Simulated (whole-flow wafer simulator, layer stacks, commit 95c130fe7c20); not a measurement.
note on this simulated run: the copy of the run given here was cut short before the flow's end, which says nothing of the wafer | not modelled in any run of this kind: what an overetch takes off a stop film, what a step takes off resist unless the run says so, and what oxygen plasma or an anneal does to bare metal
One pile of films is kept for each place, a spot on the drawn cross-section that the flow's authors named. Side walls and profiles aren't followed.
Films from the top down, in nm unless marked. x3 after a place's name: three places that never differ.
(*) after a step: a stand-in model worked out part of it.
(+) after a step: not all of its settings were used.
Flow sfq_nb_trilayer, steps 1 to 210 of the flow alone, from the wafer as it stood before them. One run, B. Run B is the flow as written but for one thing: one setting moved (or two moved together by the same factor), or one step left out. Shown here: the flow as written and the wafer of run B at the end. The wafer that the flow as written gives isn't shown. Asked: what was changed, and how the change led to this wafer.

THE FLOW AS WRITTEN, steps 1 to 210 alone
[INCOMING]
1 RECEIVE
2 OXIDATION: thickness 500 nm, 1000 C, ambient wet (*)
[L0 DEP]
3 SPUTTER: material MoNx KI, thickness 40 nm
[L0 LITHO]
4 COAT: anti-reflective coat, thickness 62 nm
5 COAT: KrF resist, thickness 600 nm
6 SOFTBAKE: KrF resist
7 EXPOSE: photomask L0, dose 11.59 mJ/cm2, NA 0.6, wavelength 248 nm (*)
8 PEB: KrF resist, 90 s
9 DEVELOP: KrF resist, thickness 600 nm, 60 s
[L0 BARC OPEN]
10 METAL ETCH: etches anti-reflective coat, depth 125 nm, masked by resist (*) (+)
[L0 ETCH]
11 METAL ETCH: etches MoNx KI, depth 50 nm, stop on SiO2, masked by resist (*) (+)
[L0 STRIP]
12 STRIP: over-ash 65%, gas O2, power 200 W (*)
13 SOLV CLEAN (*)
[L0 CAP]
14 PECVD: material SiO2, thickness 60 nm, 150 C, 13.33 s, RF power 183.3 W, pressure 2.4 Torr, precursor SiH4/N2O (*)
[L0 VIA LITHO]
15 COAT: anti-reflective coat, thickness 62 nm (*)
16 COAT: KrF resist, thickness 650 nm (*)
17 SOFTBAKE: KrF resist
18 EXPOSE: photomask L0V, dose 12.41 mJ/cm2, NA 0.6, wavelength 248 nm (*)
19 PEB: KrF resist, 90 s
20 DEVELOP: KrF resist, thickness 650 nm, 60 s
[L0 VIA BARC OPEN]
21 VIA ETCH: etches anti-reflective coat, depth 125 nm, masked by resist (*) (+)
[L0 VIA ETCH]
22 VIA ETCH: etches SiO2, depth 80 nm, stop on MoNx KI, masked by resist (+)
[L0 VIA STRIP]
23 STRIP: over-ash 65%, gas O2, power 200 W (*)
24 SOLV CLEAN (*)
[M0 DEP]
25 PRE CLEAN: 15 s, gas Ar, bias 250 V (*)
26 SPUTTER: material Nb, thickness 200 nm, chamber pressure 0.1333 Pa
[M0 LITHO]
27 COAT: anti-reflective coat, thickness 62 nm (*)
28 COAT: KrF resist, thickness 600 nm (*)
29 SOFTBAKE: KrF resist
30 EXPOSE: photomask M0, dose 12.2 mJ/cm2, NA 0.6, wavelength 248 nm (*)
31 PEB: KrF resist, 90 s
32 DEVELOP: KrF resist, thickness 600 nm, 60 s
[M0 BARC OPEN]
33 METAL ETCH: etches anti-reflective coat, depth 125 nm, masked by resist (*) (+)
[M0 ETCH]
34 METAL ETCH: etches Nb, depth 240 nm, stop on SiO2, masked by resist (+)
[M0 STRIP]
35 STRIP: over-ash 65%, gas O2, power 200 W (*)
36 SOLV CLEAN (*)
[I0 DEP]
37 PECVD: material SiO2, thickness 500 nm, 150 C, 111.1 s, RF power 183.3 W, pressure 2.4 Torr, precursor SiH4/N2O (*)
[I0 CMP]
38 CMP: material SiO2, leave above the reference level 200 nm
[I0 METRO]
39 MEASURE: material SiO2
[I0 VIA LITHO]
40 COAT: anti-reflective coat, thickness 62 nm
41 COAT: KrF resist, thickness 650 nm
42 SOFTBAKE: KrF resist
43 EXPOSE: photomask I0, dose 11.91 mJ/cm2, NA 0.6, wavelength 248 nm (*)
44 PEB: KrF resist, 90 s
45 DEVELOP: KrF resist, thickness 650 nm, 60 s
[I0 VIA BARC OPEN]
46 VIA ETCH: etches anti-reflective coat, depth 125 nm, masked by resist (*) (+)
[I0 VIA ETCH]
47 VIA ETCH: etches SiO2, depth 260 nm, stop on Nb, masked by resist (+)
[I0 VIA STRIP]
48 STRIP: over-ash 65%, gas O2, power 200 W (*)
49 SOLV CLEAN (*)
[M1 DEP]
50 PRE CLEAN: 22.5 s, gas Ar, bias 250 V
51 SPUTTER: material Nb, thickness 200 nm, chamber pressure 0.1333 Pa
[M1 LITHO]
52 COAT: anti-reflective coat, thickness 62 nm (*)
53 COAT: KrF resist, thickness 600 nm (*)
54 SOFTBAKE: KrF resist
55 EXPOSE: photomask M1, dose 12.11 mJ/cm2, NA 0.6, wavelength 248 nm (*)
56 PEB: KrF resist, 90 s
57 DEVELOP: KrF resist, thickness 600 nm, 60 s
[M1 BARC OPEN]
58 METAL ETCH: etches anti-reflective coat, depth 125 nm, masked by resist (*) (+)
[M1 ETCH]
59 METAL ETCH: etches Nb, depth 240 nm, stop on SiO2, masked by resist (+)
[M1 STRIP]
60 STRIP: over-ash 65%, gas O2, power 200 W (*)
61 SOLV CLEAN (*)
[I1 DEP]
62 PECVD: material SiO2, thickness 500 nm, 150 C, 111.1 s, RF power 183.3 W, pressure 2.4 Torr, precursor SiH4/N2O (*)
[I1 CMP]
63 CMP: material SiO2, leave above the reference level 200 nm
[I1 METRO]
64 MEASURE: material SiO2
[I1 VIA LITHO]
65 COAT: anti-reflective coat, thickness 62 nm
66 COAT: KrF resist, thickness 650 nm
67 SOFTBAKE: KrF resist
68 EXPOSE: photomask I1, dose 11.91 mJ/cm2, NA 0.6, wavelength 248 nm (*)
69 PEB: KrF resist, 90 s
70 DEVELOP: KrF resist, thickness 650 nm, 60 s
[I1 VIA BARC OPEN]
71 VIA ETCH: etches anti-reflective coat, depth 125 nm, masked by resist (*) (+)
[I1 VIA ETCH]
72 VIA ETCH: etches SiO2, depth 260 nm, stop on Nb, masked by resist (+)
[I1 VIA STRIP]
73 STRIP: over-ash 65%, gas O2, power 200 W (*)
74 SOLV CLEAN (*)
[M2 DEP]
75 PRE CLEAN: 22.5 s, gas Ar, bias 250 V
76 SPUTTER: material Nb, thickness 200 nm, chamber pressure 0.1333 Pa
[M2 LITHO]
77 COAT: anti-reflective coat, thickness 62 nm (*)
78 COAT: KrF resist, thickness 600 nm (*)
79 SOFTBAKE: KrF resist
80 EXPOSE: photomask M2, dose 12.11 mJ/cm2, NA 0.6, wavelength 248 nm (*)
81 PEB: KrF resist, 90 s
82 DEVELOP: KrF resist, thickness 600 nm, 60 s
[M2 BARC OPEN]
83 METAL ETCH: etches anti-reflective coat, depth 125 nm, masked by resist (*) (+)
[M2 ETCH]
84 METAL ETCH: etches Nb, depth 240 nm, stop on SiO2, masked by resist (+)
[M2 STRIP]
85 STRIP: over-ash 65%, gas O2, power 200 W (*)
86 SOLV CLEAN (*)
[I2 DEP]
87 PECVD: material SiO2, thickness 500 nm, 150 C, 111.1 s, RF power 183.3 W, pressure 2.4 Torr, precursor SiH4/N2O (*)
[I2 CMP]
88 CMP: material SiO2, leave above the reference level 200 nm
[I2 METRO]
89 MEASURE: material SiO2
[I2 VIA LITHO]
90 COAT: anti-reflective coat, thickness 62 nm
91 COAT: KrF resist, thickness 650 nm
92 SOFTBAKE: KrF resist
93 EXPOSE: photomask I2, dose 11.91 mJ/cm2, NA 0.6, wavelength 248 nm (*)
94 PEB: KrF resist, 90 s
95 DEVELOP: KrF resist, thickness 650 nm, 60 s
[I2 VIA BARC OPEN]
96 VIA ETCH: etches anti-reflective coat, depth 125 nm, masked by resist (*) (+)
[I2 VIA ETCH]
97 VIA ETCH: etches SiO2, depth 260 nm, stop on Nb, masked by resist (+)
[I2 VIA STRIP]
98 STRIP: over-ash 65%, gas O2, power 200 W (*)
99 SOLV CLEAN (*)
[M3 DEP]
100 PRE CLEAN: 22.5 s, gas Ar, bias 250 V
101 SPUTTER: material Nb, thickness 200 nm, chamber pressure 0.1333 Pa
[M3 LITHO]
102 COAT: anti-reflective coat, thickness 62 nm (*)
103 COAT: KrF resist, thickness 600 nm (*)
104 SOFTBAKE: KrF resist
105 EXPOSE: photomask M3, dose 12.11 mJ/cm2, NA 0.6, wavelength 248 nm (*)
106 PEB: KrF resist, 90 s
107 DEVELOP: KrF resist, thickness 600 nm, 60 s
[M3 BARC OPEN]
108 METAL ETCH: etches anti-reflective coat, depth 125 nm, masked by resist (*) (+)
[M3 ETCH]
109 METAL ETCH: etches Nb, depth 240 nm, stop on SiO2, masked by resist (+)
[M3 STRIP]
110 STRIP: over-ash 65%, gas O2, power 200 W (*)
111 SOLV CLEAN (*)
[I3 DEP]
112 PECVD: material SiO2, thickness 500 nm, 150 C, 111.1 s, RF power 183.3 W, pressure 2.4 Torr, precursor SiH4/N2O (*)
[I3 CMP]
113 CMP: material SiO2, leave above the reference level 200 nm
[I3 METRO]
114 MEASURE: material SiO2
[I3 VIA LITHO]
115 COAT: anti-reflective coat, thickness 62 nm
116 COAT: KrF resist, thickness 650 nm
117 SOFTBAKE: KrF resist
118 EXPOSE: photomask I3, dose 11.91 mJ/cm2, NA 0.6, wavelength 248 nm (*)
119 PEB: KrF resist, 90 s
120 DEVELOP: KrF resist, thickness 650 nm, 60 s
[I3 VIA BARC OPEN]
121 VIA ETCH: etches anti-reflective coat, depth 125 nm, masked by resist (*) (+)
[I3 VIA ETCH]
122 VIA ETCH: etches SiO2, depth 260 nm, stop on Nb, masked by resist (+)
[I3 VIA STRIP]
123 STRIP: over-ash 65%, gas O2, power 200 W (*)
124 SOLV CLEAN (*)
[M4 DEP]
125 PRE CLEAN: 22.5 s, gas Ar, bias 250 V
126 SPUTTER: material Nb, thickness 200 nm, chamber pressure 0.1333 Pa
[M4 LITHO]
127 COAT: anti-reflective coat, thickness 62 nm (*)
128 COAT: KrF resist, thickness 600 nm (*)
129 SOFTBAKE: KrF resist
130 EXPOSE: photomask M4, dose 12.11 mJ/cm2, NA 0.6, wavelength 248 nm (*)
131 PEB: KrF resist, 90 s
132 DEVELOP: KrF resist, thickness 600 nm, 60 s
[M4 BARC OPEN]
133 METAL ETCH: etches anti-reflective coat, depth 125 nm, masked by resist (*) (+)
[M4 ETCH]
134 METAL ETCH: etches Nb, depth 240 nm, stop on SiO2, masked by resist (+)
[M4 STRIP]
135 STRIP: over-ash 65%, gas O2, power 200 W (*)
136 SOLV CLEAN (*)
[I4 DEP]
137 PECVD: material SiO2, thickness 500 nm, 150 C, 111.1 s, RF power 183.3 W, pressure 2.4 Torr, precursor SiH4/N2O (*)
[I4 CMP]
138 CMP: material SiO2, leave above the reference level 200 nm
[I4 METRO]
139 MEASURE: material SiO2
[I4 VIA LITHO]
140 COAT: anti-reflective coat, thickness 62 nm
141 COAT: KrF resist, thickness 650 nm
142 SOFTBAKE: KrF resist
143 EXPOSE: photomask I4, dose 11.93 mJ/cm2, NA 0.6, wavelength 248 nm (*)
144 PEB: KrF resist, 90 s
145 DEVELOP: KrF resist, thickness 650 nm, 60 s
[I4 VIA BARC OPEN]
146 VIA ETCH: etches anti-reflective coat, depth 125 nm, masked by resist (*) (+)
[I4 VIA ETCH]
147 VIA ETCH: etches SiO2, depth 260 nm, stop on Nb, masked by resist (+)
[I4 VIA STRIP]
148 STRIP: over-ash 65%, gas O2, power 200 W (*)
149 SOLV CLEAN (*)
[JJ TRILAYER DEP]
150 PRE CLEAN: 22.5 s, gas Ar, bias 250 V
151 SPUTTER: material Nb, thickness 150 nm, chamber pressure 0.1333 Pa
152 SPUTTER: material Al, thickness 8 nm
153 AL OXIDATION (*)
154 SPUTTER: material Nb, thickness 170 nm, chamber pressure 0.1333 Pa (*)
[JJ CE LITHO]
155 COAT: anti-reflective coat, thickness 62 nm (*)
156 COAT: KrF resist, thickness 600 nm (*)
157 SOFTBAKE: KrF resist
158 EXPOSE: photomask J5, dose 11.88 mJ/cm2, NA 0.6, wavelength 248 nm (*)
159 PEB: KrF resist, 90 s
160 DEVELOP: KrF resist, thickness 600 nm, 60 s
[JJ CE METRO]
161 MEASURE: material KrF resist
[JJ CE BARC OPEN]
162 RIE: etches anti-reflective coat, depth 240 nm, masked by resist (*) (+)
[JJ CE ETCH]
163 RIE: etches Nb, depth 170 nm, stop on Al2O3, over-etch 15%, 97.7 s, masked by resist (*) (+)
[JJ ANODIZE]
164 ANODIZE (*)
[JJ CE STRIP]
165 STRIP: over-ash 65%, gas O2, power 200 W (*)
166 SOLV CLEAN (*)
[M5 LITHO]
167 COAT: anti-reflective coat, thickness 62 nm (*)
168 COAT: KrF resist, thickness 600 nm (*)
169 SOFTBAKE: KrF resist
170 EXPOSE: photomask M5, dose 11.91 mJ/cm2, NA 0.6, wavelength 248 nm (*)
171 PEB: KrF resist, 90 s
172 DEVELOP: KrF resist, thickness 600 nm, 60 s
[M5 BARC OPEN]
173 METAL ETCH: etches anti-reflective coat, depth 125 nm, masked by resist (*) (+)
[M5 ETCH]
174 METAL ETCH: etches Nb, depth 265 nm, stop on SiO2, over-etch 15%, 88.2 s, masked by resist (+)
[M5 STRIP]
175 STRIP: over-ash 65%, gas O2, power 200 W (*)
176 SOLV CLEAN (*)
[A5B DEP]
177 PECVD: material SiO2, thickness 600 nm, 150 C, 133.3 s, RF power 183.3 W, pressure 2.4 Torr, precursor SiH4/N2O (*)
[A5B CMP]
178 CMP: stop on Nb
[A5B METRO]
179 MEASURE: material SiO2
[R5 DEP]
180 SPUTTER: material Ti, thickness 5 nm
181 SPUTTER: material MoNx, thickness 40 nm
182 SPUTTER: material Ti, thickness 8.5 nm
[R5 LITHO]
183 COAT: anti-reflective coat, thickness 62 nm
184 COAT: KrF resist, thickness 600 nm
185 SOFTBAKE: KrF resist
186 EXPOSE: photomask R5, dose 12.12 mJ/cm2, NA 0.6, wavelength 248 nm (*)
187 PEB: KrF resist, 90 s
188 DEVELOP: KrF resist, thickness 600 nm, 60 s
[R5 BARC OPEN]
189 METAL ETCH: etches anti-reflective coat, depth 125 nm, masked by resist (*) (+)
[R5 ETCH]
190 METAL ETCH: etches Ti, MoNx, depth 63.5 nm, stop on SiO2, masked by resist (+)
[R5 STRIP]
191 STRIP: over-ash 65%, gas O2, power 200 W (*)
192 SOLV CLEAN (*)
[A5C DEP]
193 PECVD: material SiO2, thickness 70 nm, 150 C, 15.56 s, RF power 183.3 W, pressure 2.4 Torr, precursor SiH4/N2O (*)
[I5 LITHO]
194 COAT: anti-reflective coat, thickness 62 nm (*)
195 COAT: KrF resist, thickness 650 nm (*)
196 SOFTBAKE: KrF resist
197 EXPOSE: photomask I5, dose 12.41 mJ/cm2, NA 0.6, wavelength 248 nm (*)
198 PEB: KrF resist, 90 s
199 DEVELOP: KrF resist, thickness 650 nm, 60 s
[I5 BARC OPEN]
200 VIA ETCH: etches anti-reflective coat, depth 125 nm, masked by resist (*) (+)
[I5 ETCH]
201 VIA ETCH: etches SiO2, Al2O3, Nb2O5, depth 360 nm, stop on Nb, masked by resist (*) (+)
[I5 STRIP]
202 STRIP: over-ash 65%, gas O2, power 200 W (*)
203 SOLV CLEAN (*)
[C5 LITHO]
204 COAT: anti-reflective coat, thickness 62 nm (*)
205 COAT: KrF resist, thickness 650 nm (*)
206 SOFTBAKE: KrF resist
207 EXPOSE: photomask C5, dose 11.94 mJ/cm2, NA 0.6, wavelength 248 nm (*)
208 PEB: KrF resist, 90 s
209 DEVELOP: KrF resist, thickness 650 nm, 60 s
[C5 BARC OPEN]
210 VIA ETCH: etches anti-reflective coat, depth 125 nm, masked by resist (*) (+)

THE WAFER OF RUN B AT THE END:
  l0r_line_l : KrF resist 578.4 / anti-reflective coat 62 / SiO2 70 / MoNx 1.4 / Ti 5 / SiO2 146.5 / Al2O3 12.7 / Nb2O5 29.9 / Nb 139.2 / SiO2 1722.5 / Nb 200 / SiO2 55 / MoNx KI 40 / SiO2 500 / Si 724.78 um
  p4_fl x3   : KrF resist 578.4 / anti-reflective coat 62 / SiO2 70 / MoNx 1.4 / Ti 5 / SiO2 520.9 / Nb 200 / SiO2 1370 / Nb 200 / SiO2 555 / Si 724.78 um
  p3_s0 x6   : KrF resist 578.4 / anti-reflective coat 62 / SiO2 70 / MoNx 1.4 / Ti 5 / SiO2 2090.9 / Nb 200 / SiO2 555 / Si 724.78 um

The cause: step 181, SPUTTER: thickness 56.4 nm was run, where the flow has thickness 40 nm.

How the change led to this, step by step:
  181 SPUTTER: material MoNx, thickness 40 nm
      field_l, v_sur, via_wl and 103 more: MoNx +56.4 (new film) (as written it would be: MoNx +40 (new film))
  190 METAL ETCH: etches Ti, MoNx, depth 63.5 nm, stop on SiO2, masked by resist (+)
      field_l, v_sur, via_wl and 92 more: Ti -8.5 (all of it), MoNx -55 (as written it would be: Ti -8.5 (all of it), MoNx -40 (all of it), Ti -5 (all of it))
      ce_l, c5j, ce_r, wl_jj: Ti -8.5 (all of it), MoNx -55 (as written it would be: Ti -8.5 (all of it), MoNx -40 (all of it), Ti -5 (all of it), Nb -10)
  193 PECVD: material SiO2, thickness 70 nm, 150 C, 15.56 s, RF power 183.3 W, pressure 2.4 Torr, precursor SiH4/N2O (*)
      field_l, v_sur, via_wl and 92 more: SiO2 +70 (new film) (as written it would be: SiO2 +70)
  194 COAT: anti-reflective coat, thickness 62 nm (*)
      wl_j_sl, wl_j_sr: anti-reflective coat +62 (new film) (as written it would be: anti-reflective coat +60.2 (new film))
      r5r_spacepad_l, r5r_spacepad_r: anti-reflective coat +88.7 (new film) (as written it would be: anti-reflective coat +84.4 (new film))
      (and at 12 more places)
  201 VIA ETCH: etches SiO2, Al2O3, Nb2O5, depth 360 nm, stop on Nb, masked by resist (*) (+)
      be: SiO2 -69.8 (all of it), MoNx -1.4 (all of it), Ti -5 (all of it), SiO2 -146.5 (all of it), Al2O3 -12.7 (all of it), Nb2O5 -29.9 (all of it) (as written it would be: SiO2 -216.4 (all of it), Al2O3 -12.7 (all of it), Nb2O5 -29.9 (all of it))
  202 STRIP: over-ash 65%, gas O2, power 200 W (*)
      wl_j_sl, wl_j_sr: KrF resist -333 (all of it), anti-reflective coat -62 (all of it) (as written it would be: KrF resist -333.3 (all of it), anti-reflective coat -60.2 (all of it))
      r5r_spacepad_l, r5r_spacepad_r: KrF resist -336 (all of it), anti-reflective coat -88.7 (all of it) (as written it would be: KrF resist -335.6 (all of it), anti-reflective coat -84.4 (all of it))
      (and at 12 more places)
  204 COAT: anti-reflective coat, thickness 62 nm (*)
      wl_j_sl, wl_j_sr: anti-reflective coat +62 (new film) (as written it would be: anti-reflective coat +60.2 (new film))
      r5r_spacepad_l, r5r_spacepad_r: anti-reflective coat +88.7 (new film) (as written it would be: anti-reflective coat +84.4 (new film))
      (and at 12 more places)
  210 VIA ETCH: etches anti-reflective coat, depth 125 nm, masked by resist (*) (+)
      c5j: anti-reflective coat -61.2 (all of it), SiO2 -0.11 (as written it would be: anti-reflective coat -63.9 (all of it), SiO2 -0.11)
Counting metal films that touch as one body, l0r_line_l has 4 bodies (between them, from the top down: SiO2 146.5 / Al2O3 12.7 / Nb2O5 29.9; SiO2 1722.5; SiO2 55); the flow as written gives 3 bodies (between them, from the top down: SiO2 1722.5; SiO2 55).
Counting metal films that touch as one body, p4_fl x3 has 3 bodies (between them, from the top down: SiO2 520.9; SiO2 1370); the flow as written gives 2 bodies (between them, from the top down: SiO2 1370).
Counting metal films that touch as one body, p3_s0 x6 has 2 bodies (between them, from the top down: SiO2 2090.9); the flow as written gives 1 body.
